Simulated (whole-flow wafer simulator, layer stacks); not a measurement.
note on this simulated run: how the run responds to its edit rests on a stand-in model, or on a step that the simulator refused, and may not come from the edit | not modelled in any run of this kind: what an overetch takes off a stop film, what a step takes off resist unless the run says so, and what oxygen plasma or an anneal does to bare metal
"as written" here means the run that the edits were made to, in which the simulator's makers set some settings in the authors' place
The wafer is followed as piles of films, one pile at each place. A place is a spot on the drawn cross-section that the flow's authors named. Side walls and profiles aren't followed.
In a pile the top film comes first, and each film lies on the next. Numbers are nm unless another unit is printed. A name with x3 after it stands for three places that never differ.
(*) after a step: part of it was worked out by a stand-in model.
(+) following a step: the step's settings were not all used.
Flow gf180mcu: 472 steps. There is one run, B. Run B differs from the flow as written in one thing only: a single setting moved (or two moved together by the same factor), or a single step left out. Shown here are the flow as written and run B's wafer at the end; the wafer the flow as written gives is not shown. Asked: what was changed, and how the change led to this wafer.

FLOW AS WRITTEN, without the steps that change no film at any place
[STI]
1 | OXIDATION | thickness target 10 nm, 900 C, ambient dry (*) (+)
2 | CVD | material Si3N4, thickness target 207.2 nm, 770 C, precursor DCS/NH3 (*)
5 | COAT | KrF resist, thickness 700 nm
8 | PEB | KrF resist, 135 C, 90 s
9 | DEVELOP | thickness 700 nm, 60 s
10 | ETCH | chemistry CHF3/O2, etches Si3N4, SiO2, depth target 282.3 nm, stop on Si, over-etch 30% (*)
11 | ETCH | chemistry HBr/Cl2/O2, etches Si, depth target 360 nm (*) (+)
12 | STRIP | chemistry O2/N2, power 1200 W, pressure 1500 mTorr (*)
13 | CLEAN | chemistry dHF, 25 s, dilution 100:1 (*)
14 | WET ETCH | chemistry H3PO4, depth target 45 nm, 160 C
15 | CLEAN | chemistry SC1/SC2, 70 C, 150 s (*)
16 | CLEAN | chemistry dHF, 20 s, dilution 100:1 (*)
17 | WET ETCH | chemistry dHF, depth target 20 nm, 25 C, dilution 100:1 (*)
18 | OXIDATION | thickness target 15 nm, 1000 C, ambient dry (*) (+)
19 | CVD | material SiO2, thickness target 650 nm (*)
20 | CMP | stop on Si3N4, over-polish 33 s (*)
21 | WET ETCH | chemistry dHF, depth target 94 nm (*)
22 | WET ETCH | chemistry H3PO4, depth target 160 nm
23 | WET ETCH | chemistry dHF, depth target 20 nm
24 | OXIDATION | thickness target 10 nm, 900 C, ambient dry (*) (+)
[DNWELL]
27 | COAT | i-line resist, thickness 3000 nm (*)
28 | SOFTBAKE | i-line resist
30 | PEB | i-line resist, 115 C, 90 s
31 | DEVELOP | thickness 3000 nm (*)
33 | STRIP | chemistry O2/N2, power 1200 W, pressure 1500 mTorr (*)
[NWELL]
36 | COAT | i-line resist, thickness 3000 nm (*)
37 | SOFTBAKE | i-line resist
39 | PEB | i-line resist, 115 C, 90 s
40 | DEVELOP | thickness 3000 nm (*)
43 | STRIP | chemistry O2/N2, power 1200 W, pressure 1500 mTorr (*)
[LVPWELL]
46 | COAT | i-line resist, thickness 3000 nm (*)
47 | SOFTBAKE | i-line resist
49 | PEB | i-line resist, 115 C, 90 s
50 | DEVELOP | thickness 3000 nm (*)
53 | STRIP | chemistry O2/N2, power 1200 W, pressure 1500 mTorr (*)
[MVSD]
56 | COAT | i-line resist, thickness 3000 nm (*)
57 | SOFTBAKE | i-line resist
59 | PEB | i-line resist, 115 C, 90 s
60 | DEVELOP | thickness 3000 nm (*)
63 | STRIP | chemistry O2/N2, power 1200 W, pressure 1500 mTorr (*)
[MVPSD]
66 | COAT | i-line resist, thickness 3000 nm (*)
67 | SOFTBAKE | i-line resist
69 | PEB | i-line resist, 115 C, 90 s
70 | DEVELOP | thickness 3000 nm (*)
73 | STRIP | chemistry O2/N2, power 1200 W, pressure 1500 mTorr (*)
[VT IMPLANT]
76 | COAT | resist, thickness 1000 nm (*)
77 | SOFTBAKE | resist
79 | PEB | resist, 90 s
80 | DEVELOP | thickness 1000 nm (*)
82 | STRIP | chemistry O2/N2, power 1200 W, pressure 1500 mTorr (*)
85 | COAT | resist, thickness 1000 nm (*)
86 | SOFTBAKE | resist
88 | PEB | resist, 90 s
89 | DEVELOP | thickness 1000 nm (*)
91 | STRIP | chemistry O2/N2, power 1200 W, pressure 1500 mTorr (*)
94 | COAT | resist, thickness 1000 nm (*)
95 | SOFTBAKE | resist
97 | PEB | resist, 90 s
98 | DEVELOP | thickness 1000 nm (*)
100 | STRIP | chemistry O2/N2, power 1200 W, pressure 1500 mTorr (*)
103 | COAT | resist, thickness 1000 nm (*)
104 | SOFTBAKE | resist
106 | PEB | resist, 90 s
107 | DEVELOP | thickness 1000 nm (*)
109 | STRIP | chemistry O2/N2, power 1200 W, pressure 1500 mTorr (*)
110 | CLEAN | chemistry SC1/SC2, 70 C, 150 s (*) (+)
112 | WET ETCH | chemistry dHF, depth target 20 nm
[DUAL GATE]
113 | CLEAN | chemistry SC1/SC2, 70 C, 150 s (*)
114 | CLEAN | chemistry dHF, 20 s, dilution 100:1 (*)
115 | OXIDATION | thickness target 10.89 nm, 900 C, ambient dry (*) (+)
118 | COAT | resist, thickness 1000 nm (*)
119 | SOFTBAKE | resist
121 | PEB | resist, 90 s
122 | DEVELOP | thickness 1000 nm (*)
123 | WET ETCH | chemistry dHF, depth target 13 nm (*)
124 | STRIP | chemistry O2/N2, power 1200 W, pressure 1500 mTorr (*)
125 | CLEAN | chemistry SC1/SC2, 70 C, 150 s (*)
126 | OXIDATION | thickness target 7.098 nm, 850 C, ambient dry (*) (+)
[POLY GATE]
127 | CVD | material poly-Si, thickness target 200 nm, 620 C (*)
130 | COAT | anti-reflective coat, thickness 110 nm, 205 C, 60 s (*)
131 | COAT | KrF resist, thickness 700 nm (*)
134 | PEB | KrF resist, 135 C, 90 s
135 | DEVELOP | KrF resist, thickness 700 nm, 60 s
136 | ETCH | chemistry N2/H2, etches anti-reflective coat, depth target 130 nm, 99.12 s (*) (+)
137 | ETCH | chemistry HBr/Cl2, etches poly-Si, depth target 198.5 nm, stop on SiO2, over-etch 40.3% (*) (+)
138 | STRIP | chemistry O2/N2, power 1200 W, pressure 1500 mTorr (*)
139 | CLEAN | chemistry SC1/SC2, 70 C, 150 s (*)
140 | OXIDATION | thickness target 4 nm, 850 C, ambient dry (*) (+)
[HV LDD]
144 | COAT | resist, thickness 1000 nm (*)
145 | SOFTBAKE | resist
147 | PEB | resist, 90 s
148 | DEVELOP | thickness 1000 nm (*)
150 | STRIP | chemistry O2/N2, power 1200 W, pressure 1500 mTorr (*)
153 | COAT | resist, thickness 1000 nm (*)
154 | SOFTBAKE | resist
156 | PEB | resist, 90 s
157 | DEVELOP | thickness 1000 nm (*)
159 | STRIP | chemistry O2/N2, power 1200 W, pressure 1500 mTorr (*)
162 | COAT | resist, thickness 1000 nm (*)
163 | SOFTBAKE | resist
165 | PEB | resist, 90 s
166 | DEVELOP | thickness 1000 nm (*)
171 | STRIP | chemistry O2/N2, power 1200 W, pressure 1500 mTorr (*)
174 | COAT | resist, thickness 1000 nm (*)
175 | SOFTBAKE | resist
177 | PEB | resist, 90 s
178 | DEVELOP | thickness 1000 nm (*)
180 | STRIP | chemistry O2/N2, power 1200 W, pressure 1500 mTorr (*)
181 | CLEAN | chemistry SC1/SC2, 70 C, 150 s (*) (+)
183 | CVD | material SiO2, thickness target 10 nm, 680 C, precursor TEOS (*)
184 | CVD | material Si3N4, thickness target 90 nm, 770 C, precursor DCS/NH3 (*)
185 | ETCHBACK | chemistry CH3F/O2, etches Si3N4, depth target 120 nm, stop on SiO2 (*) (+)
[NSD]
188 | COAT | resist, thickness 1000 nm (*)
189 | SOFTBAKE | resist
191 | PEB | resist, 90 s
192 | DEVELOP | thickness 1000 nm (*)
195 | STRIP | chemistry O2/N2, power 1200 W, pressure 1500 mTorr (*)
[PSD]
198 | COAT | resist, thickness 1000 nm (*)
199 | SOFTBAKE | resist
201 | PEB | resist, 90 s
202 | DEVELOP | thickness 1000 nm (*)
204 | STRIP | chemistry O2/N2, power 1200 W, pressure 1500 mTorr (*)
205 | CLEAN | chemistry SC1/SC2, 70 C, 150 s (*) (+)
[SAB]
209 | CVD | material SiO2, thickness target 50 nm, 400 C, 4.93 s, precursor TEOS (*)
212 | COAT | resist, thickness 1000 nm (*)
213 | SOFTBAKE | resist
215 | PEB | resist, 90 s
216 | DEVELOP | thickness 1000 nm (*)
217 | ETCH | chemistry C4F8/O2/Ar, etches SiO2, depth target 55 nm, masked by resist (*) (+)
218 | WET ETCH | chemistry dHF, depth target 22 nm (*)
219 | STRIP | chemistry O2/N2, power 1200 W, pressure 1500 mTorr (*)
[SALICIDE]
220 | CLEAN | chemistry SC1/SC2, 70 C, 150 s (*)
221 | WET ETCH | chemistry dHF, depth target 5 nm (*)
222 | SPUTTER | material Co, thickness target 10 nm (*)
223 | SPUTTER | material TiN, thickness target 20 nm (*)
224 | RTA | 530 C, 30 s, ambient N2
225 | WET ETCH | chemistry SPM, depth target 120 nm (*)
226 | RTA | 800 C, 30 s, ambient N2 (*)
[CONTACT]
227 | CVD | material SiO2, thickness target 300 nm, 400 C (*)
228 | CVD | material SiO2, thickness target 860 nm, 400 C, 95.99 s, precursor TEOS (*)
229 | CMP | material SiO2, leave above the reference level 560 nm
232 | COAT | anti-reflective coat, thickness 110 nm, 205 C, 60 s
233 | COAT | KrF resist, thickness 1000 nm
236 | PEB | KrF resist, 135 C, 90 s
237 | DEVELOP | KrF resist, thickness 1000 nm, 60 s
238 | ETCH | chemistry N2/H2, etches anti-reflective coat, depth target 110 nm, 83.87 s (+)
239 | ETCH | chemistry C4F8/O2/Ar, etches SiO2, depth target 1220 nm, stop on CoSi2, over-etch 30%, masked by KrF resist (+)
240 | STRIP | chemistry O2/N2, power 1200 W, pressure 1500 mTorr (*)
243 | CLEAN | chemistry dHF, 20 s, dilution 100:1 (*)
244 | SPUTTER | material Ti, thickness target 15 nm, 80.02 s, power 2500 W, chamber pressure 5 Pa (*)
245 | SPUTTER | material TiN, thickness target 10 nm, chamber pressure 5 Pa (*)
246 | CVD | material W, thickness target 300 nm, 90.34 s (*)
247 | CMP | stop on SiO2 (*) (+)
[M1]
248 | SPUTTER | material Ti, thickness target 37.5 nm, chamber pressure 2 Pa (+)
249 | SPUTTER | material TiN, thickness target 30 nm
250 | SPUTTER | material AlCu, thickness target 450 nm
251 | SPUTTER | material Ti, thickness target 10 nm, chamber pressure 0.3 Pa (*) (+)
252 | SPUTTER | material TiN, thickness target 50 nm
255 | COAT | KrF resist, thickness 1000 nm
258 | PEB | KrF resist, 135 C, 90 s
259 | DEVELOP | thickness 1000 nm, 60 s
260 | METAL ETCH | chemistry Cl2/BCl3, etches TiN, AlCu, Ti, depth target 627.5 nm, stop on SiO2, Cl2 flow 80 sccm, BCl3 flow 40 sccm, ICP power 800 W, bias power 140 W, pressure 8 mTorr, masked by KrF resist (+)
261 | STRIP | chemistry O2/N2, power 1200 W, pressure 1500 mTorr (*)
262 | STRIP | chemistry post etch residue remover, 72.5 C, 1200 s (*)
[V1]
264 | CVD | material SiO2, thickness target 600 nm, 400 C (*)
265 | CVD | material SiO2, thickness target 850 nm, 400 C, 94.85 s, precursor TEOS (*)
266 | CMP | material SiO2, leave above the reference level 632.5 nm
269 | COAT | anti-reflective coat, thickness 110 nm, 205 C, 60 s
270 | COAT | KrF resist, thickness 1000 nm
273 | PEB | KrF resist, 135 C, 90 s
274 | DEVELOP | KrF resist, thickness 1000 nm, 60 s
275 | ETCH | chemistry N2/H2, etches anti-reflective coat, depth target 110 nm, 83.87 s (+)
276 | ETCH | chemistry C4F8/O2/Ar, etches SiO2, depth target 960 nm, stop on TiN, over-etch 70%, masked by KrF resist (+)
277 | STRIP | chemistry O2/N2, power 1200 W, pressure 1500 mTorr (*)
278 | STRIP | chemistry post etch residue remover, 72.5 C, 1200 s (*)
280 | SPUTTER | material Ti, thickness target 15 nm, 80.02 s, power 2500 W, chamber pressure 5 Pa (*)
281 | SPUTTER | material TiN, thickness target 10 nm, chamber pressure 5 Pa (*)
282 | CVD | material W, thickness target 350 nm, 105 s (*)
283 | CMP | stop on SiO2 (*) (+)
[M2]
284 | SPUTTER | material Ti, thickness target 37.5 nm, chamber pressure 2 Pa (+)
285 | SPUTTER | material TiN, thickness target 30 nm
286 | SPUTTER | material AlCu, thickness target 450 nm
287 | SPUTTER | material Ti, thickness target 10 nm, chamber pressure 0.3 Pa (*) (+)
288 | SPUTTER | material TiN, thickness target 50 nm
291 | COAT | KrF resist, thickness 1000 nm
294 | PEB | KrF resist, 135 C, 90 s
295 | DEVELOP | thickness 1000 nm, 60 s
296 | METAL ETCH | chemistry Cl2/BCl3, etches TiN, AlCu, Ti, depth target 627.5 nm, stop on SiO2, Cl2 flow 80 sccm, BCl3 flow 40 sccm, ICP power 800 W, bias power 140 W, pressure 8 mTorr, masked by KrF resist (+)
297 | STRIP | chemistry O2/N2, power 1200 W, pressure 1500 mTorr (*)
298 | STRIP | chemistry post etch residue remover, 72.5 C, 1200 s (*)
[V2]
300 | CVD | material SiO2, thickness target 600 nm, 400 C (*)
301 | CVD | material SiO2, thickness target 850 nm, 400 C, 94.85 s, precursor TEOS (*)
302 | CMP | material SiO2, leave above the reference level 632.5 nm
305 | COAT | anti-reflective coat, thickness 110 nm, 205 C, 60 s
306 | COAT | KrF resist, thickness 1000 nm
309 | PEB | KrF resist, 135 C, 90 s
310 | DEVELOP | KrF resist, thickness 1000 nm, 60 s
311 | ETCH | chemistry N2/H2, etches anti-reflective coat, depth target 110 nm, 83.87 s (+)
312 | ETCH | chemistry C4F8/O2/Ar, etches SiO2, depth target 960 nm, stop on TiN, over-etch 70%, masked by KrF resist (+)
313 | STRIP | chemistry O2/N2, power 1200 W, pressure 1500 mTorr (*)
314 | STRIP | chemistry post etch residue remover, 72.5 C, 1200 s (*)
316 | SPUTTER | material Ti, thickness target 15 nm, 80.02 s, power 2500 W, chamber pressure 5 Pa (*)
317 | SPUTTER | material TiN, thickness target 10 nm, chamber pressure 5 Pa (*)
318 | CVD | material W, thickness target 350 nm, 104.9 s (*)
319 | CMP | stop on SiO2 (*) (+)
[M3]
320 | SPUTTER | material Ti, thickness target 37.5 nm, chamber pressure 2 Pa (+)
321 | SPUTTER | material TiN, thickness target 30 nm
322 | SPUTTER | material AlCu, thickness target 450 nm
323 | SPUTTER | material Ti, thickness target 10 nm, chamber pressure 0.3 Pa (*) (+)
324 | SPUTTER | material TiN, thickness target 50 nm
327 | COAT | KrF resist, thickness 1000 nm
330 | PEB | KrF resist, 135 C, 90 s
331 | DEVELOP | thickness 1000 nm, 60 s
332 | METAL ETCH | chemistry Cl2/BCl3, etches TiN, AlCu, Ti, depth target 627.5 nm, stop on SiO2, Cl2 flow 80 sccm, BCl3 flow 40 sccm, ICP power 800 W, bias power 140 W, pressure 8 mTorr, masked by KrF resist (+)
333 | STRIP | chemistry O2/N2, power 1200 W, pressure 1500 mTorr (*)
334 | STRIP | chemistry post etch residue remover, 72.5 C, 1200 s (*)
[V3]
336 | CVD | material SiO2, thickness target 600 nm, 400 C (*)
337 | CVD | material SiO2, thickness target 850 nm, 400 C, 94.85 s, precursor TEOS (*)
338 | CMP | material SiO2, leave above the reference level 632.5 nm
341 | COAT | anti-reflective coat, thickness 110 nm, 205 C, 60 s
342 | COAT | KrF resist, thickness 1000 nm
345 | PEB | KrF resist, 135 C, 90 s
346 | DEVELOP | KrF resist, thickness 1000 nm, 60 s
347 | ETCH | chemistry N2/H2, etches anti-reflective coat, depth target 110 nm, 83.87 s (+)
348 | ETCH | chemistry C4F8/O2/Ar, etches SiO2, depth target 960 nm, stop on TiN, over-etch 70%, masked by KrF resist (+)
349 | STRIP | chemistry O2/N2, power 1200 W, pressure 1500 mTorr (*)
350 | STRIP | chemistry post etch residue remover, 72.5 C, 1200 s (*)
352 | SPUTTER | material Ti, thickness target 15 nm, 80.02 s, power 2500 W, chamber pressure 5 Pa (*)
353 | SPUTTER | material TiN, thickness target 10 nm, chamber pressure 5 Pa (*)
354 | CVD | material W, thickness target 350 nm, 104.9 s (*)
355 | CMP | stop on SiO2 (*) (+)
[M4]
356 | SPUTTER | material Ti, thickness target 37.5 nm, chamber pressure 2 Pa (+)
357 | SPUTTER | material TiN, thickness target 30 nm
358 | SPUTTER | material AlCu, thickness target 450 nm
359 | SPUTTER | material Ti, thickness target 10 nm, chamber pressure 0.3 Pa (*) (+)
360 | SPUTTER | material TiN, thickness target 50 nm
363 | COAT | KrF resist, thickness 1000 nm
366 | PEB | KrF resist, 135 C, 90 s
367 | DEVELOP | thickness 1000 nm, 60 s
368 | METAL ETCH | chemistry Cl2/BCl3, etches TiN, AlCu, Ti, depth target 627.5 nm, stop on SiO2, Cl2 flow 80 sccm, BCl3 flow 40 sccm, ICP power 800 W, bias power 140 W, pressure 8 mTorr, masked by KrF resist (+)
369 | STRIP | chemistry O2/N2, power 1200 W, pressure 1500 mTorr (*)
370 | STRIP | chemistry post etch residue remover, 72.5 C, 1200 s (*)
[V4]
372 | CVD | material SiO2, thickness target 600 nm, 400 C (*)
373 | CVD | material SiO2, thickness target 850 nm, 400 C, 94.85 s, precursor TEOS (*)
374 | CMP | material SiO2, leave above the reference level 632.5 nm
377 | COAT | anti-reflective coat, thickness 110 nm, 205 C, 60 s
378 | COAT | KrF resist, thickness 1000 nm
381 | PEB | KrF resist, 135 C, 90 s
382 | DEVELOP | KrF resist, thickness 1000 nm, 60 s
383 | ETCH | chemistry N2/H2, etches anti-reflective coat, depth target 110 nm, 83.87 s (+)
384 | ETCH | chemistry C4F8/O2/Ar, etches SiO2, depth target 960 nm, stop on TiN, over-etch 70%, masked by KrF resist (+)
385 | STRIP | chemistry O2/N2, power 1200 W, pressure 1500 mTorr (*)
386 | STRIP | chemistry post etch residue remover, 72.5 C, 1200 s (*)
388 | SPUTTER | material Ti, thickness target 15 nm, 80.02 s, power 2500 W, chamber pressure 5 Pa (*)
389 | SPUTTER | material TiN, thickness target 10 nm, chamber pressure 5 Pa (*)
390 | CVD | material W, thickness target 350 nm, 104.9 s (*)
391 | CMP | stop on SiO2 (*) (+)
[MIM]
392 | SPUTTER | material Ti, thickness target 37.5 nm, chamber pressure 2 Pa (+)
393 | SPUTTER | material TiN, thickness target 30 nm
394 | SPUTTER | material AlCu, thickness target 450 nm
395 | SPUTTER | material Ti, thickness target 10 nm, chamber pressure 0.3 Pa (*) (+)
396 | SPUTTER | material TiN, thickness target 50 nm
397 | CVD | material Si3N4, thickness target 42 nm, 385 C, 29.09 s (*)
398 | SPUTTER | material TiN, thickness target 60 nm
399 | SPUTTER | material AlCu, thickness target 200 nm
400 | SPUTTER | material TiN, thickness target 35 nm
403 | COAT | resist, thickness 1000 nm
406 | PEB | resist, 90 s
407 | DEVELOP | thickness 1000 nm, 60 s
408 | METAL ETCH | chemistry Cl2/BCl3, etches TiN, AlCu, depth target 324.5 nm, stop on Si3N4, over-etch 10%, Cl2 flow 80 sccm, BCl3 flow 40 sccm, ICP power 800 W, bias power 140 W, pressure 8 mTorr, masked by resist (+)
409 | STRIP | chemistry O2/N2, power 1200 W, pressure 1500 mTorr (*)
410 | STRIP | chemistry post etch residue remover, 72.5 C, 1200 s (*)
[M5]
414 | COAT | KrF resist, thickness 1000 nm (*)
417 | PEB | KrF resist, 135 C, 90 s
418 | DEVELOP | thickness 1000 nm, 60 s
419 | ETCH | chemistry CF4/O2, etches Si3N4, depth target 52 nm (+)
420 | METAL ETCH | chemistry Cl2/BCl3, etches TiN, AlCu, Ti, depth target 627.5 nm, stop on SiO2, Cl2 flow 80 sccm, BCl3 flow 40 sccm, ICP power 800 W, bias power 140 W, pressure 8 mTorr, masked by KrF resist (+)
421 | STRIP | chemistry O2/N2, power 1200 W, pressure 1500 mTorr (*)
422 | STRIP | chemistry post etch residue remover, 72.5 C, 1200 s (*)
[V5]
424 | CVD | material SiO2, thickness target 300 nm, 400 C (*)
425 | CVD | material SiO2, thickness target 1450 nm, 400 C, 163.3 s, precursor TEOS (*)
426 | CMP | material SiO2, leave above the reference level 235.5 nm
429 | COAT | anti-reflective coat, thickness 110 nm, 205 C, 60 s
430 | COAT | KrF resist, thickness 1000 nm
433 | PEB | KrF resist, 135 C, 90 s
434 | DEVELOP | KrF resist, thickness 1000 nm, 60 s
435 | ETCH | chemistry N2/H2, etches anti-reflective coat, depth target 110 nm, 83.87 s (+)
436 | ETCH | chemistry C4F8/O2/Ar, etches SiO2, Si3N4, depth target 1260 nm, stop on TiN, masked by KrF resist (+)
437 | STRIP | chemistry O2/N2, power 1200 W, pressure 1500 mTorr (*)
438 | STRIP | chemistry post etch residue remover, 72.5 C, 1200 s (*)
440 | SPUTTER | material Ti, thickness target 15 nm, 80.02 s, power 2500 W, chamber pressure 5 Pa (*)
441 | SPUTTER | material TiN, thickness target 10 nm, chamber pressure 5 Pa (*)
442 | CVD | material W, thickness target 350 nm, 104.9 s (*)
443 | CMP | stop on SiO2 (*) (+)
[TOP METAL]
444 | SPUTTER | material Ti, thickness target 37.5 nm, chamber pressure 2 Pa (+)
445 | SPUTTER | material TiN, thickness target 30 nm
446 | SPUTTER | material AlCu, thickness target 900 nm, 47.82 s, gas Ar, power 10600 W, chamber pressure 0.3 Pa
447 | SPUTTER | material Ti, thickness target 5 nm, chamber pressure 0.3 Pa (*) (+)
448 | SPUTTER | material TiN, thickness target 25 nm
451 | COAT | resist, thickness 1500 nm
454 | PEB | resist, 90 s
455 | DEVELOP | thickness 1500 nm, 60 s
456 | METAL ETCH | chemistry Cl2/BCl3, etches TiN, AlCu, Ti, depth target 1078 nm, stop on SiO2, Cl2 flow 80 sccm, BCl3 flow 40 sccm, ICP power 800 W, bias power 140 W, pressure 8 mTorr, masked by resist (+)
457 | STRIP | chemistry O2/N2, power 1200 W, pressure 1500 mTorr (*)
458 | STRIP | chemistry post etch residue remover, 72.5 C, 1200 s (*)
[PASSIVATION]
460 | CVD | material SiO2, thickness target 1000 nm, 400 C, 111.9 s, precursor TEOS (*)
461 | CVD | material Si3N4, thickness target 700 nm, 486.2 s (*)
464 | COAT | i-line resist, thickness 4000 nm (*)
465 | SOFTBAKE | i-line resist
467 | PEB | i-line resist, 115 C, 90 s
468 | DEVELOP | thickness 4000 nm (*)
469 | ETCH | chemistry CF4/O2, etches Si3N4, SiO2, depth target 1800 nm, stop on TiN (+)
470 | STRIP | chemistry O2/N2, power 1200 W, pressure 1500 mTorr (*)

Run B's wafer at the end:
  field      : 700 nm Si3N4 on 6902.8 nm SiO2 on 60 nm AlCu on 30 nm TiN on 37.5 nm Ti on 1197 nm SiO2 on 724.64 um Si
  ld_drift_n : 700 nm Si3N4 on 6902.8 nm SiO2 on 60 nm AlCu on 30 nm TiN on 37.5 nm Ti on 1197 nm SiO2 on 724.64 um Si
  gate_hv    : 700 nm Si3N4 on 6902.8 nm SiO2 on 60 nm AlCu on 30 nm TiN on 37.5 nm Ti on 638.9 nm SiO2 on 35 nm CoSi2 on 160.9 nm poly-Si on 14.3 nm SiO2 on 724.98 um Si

The reason: step 260, METAL ETCH: depth target 444.3 nm was run, whereas the flow has depth target 627.5 nm.

The path from the change to this, step by step:
  260 | METAL ETCH | chemistry Cl2/BCl3, etches TiN, AlCu, Ti, depth target 627.5 nm, stop on SiO2, Cl2 flow 80 sccm, BCl3 flow 40 sccm, ICP power 800 W, bias power 140 W, pressure 8 mTorr, masked by KrF resist (+)
      field, field__w1, field__w2 and 99 more: -50 TiN (all of it), -10 Ti (all of it), -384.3 AlCu (it would be, as written: -50 TiN (all of it), -10 Ti (all of it), -450 AlCu (all of it), -30 TiN (all of it), -37.5 Ti (all of it))
      field__w8, contact, m1 and 6 more: -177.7 KrF resist (it would be, as written: -251 KrF resist)
  261 | STRIP | chemistry O2/N2, power 1200 W, pressure 1500 mTorr (*)
      field__w8, contact, m1 and 6 more: -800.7 KrF resist (all of it) (it would be, as written: -727.4 KrF resist (all of it))
  262 | STRIP | chemistry post etch residue remover, 72.5 C, 1200 s (*)
      field, field__w1, field__w2 and 99 more: -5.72 AlCu (it would be, as written: nothing)
  264 | CVD | material SiO2, thickness target 600 nm, 400 C (*)
      field, field__w1, field__w2 and 99 more: +600 SiO2 (new film) (it would be, as written: +600 SiO2)
  266 | CMP | material SiO2, leave above the reference level 632.5 nm
      field, field__w1, field__w2 and 99 more: -427.5 SiO2 (it would be, as written: -300 SiO2)
With metal films that touch counted as one body, field has 1 body; the flow as written gives 0 bodies.
With metal films that touch counted as one body, ld_drift_n has 1 body; the flow as written gives 0 bodies.
With metal films that touch counted as one body, gate_hv has 2 bodies (between them, from the top down: SiO2 638.9); the flow as written gives 1 body.
